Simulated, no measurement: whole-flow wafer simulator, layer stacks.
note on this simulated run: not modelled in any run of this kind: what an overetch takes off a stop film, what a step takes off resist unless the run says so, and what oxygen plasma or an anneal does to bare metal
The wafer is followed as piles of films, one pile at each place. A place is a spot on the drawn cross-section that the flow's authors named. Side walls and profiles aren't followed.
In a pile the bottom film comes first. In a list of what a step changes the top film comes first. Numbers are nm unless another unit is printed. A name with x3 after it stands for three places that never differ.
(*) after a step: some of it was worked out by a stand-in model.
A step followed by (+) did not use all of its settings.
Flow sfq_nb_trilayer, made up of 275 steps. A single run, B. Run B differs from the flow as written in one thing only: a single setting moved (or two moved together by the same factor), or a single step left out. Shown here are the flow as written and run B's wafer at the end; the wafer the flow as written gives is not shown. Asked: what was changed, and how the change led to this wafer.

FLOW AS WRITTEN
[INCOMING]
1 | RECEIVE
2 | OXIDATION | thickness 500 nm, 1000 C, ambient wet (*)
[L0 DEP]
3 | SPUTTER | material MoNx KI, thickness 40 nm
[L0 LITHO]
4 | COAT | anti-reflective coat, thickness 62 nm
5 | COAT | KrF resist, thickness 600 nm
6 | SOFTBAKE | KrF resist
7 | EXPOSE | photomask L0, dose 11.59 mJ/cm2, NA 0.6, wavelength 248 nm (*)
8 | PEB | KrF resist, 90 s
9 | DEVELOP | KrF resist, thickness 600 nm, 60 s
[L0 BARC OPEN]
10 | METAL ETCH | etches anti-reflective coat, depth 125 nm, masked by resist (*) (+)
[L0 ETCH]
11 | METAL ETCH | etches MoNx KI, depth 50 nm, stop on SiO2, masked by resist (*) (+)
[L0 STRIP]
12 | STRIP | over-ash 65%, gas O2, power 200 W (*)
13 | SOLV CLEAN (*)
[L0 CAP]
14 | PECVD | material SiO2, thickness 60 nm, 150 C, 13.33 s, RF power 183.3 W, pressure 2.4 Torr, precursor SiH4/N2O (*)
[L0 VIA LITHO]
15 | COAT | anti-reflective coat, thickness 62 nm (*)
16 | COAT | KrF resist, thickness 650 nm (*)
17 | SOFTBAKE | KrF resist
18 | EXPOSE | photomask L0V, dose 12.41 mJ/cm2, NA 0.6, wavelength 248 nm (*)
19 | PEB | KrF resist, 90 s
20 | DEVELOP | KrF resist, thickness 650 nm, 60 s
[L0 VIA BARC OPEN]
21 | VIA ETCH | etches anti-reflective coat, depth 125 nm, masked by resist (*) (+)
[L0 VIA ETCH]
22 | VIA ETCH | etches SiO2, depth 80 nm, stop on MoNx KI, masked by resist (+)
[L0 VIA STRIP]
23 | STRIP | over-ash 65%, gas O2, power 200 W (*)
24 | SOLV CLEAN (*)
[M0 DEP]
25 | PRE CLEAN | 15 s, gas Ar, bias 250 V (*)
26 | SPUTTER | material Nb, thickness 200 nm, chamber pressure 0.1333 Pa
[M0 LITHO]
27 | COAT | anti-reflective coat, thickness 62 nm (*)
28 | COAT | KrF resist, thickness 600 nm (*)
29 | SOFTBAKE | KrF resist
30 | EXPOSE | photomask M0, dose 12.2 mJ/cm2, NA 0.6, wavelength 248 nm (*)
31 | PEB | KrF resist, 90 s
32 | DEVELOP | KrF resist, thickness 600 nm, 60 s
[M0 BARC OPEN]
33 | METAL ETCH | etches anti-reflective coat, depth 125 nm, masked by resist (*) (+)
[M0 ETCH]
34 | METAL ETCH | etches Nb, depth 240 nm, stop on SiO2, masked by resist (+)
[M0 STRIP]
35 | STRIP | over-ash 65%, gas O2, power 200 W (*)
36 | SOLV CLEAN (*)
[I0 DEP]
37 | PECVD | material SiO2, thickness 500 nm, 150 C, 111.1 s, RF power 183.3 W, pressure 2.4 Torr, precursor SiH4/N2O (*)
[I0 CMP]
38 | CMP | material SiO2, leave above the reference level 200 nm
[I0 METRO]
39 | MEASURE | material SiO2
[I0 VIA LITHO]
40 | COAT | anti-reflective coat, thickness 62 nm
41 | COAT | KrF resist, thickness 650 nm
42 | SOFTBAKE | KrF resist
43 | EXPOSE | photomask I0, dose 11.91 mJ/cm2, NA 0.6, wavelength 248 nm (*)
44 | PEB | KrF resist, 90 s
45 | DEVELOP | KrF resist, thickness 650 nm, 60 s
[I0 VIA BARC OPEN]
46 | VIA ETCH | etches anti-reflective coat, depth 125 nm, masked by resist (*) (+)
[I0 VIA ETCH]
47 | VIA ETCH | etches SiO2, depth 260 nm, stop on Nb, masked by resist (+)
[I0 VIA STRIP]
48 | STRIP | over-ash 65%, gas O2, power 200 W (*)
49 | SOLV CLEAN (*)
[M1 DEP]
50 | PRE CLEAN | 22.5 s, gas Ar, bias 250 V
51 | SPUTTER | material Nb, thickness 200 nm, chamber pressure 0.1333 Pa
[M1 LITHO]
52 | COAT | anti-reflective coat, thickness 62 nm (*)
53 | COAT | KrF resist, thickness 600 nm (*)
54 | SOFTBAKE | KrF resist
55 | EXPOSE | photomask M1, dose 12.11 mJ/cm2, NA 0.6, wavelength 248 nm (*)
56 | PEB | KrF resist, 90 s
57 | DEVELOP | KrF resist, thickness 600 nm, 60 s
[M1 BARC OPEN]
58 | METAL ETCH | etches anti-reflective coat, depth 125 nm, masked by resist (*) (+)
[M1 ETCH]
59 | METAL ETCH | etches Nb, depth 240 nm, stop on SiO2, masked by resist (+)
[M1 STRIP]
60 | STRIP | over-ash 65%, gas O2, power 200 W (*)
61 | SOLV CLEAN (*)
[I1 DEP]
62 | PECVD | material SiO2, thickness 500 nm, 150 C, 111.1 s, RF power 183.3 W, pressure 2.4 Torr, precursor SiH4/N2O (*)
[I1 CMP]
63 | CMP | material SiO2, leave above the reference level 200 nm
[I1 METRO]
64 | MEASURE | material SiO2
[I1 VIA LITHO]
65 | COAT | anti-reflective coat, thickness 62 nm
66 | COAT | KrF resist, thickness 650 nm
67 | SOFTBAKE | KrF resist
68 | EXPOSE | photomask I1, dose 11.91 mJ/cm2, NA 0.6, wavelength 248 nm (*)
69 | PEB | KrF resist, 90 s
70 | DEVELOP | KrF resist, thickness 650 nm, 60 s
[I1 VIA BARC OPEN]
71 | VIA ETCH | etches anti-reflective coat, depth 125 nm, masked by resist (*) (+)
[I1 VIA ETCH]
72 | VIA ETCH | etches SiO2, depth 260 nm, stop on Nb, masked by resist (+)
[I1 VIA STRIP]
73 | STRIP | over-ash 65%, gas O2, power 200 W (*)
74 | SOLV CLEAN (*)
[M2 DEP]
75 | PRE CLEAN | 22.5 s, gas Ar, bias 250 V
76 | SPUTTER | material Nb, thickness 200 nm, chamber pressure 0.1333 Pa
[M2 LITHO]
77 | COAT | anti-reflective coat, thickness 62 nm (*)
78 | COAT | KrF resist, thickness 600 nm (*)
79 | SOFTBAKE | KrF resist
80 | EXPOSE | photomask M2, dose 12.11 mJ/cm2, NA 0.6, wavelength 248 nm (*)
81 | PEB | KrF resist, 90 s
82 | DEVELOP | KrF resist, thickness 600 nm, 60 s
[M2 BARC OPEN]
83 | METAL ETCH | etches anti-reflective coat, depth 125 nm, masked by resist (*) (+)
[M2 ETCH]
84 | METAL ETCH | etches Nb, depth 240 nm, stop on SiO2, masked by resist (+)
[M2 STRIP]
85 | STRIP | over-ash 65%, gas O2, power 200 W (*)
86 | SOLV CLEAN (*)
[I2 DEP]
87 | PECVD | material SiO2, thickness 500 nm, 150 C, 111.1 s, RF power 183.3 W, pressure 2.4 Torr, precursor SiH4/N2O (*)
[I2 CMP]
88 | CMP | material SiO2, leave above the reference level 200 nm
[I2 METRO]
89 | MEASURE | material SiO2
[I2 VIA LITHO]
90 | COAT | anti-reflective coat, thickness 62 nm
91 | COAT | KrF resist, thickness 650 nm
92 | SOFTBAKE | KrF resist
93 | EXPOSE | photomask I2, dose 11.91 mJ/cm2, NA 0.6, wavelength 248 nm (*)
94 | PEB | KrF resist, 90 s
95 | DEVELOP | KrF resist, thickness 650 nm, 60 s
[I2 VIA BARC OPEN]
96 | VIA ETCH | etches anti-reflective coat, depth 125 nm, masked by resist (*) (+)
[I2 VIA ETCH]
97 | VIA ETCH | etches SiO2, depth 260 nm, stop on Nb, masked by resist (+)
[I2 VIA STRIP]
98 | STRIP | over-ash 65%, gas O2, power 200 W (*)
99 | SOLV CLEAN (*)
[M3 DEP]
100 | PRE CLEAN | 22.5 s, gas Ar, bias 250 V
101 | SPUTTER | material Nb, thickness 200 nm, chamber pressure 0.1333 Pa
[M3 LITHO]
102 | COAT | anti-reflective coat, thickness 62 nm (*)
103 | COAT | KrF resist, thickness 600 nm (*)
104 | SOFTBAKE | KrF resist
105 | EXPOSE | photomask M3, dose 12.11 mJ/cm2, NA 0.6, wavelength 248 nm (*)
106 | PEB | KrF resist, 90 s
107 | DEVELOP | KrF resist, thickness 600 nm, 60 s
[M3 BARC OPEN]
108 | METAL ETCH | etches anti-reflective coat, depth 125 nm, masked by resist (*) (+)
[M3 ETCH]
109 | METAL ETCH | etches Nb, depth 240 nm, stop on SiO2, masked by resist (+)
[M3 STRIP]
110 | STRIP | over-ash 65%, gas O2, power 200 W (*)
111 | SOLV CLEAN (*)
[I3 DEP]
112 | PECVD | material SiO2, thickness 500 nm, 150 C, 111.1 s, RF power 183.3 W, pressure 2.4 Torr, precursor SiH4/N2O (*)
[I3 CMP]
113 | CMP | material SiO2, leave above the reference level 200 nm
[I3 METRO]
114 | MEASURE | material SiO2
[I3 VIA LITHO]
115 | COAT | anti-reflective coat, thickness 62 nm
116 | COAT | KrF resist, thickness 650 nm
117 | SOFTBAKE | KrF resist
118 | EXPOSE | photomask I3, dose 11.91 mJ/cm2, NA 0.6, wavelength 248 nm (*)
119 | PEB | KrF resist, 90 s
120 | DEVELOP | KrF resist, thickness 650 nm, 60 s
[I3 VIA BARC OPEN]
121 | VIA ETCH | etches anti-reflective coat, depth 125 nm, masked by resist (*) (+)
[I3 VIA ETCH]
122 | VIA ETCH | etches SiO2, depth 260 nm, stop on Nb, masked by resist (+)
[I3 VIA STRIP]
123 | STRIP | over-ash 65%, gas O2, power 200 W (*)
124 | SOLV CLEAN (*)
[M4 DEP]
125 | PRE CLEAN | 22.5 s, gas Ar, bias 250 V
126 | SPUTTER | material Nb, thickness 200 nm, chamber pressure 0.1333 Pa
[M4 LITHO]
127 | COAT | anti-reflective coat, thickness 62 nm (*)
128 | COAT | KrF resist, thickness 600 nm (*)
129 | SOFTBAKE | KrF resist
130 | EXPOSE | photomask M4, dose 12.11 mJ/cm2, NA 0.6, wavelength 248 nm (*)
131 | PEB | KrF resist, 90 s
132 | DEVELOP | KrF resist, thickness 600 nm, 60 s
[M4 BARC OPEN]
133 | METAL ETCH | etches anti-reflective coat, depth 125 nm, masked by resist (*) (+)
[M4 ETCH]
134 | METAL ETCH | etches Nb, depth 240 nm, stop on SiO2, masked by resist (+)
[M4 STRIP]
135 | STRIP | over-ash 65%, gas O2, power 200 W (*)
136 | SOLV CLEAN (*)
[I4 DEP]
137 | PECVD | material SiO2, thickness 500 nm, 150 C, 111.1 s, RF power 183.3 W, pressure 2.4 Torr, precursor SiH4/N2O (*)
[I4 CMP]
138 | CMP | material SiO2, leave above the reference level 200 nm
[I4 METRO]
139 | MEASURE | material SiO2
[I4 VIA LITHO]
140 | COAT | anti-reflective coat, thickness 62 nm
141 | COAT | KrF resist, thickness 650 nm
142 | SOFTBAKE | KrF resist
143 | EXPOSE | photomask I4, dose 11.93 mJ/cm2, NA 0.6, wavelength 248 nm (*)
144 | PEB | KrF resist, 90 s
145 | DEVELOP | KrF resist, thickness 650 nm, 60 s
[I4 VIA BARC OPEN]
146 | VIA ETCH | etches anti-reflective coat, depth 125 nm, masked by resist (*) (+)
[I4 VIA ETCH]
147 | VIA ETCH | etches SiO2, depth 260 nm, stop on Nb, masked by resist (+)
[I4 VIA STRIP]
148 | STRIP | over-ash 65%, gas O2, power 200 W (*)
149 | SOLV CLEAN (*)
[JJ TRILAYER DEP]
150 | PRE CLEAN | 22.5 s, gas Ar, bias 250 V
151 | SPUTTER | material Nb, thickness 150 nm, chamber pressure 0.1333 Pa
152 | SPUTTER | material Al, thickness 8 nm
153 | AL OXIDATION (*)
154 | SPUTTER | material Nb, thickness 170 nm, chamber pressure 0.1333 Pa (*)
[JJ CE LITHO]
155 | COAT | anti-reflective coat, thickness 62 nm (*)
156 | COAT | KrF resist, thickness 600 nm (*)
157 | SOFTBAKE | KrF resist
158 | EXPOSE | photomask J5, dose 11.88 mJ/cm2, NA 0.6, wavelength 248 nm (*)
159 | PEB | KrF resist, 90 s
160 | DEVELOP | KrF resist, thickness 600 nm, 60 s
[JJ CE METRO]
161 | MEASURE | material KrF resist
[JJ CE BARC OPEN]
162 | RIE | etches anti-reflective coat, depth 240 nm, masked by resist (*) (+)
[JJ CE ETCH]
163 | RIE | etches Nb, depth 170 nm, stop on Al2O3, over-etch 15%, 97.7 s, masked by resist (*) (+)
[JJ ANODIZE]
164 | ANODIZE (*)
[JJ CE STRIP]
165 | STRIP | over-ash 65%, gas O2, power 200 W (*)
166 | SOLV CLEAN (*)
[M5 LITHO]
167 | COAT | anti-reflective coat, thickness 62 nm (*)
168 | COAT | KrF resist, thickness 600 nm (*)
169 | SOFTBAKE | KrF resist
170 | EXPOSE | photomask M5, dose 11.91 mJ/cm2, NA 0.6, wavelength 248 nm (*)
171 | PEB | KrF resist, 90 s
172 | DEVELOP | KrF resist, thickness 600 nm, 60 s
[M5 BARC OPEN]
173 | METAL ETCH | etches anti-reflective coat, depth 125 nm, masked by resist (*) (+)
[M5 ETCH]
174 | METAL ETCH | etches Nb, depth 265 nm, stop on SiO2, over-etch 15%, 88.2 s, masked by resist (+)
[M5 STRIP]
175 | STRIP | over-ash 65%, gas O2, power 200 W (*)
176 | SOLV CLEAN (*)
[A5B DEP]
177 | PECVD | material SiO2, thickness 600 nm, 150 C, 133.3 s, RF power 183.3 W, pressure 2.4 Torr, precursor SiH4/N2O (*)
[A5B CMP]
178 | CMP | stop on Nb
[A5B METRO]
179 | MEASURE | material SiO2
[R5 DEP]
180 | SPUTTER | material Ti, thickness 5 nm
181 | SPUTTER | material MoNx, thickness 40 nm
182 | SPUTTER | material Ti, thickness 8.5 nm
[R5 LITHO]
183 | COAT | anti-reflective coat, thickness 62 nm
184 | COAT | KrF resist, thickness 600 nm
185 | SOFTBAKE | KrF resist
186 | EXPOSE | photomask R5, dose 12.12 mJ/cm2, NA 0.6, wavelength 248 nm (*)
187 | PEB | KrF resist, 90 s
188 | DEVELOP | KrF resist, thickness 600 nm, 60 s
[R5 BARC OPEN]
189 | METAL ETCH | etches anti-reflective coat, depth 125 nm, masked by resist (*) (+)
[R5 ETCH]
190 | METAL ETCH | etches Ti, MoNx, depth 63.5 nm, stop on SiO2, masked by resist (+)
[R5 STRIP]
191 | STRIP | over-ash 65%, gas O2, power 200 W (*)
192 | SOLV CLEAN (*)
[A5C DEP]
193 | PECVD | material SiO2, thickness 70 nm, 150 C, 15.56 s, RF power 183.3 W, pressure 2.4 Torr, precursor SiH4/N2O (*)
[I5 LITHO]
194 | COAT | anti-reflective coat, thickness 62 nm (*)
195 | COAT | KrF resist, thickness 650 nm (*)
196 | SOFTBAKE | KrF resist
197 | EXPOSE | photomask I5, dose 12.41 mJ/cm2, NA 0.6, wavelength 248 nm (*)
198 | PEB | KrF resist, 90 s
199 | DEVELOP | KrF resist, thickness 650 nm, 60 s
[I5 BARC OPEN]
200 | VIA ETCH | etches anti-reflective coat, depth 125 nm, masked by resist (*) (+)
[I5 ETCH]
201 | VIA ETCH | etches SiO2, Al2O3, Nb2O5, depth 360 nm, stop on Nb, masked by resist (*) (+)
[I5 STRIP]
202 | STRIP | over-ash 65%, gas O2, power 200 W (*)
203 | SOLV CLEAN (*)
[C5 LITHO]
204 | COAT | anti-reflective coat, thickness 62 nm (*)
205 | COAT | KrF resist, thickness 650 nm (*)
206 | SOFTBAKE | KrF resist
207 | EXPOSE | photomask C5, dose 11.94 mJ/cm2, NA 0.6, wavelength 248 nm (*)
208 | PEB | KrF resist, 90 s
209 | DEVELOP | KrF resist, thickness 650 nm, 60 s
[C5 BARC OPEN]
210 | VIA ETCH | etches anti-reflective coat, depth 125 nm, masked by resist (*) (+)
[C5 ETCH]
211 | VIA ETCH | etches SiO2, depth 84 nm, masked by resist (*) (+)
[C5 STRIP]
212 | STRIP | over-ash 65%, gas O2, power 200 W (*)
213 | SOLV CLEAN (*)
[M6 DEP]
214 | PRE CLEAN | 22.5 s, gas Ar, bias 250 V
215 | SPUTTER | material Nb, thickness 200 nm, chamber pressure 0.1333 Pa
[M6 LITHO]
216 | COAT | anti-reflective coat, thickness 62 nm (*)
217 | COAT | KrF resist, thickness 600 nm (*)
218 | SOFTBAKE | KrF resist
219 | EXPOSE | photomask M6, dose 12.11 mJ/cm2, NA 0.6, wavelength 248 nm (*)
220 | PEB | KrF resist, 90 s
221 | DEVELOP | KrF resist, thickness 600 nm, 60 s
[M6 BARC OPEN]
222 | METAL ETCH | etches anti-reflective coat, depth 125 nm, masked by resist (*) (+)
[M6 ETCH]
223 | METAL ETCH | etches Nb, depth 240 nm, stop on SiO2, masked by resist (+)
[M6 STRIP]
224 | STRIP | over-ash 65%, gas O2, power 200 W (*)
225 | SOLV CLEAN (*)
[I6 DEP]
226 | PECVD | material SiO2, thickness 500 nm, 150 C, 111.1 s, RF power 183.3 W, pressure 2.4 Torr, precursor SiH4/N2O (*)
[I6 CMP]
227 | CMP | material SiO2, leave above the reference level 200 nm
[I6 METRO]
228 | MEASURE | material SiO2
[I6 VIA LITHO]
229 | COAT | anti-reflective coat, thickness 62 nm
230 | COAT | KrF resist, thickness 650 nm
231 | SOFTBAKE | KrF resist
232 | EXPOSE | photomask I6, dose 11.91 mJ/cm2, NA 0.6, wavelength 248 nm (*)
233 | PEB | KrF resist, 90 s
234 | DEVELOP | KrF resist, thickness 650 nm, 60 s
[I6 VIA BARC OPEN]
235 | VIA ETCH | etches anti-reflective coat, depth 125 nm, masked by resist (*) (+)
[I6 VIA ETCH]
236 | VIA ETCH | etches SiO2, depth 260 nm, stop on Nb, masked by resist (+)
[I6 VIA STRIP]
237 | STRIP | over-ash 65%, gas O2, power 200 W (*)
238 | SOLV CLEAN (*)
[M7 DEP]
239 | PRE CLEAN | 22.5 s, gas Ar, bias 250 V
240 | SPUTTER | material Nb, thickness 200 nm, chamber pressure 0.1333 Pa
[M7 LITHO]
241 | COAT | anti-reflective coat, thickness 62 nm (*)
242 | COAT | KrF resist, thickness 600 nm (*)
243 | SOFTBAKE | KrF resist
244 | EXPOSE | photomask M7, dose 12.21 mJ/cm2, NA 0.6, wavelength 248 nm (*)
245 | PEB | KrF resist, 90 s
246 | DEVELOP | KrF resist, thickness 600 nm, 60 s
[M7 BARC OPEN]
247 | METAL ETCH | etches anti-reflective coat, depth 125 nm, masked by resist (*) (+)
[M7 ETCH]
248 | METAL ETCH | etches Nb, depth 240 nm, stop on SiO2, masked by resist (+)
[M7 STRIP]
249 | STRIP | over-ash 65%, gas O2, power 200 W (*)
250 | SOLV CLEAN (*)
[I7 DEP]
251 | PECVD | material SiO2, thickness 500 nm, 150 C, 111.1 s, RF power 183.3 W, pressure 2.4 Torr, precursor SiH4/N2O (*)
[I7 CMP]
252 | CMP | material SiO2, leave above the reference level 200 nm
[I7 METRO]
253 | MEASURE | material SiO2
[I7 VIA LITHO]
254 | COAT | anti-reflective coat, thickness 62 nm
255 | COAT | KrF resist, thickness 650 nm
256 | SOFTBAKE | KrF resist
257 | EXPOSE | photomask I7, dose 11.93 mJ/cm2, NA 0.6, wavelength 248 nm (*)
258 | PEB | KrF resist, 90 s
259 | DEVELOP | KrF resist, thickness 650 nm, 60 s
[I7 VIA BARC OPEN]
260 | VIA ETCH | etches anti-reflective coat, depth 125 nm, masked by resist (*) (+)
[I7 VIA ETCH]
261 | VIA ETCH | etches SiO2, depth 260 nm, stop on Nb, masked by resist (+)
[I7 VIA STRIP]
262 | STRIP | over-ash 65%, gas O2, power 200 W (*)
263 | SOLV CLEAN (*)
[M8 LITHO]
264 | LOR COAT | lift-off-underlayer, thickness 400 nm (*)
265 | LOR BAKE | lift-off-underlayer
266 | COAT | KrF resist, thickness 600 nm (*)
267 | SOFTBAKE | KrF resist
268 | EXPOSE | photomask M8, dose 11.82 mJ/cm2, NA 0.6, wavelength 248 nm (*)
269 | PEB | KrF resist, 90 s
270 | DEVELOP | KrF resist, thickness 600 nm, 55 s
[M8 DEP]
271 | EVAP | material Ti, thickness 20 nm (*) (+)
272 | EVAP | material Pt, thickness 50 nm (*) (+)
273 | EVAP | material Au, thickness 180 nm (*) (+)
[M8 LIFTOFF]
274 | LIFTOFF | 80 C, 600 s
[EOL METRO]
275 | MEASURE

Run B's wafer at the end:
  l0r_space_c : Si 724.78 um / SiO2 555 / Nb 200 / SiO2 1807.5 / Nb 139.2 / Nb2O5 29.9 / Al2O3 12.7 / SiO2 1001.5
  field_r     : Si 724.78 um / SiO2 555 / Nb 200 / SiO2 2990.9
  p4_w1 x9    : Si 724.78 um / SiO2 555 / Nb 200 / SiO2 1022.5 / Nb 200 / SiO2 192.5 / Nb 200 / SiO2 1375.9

What caused this: step 63, CMP: leave above the reference level 245 nm was run, whereas the flow has leave above the reference level 200 nm.

The path from the change to this, step by step:
  63 | CMP | material SiO2, leave above the reference level 200 nm
      field_l, be, be_sur and 72 more: -55 SiO2 (as written it would have been: -100 SiO2)
      v_sur, via_wl, via_wr and 20 more: -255 SiO2 (as written it would have been: -300 SiO2)
      (and at 8 other places as well)
  72 | VIA ETCH | etches SiO2, depth 260 nm, stop on Nb, masked by resist (+)
      via_v: -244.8 SiO2 (all of it) (as written it would have been: -199.8 SiO2 (all of it))
  76 | SPUTTER | material Nb, thickness 200 nm, chamber pressure 0.1333 Pa
      via_v: +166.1 Nb (as written it would have been: +174.5 Nb)
  77 | COAT | anti-reflective coat, thickness 62 nm (*)
      via_v: +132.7 anti-reflective coat (new film) (as written it would have been: +123.1 anti-reflective coat (new film))
      wire: +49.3 anti-reflective coat (new film) (as written it would have been: +50.6 anti-reflective coat (new film))
  78 | COAT | KrF resist, thickness 600 nm (*)
      via_v: +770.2 KrF resist (new film) (as written it would have been: +733.7 KrF resist (new film))
  85 | STRIP | over-ash 65%, gas O2, power 200 W (*)
      via_v: -552.1 KrF resist (all of it), -132.7 anti-reflective coat (all of it) (as written it would have been: -515.8 KrF resist (all of it), -123.1 anti-reflective coat (all of it))
      wire: -371.7 KrF resist (all of it), -49.3 anti-reflective coat (all of it) (as written it would have been: -374.9 KrF resist (all of it), -50.6 anti-reflective coat (all of it))
  87 | PECVD | material SiO2, thickness 500 nm, 150 C, 111.1 s, RF power 183.3 W, pressure 2.4 Torr, precursor SiH4/N2O (*)
      via_v: +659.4 SiO2 (new film) (as written it would have been: +606 SiO2 (new film))
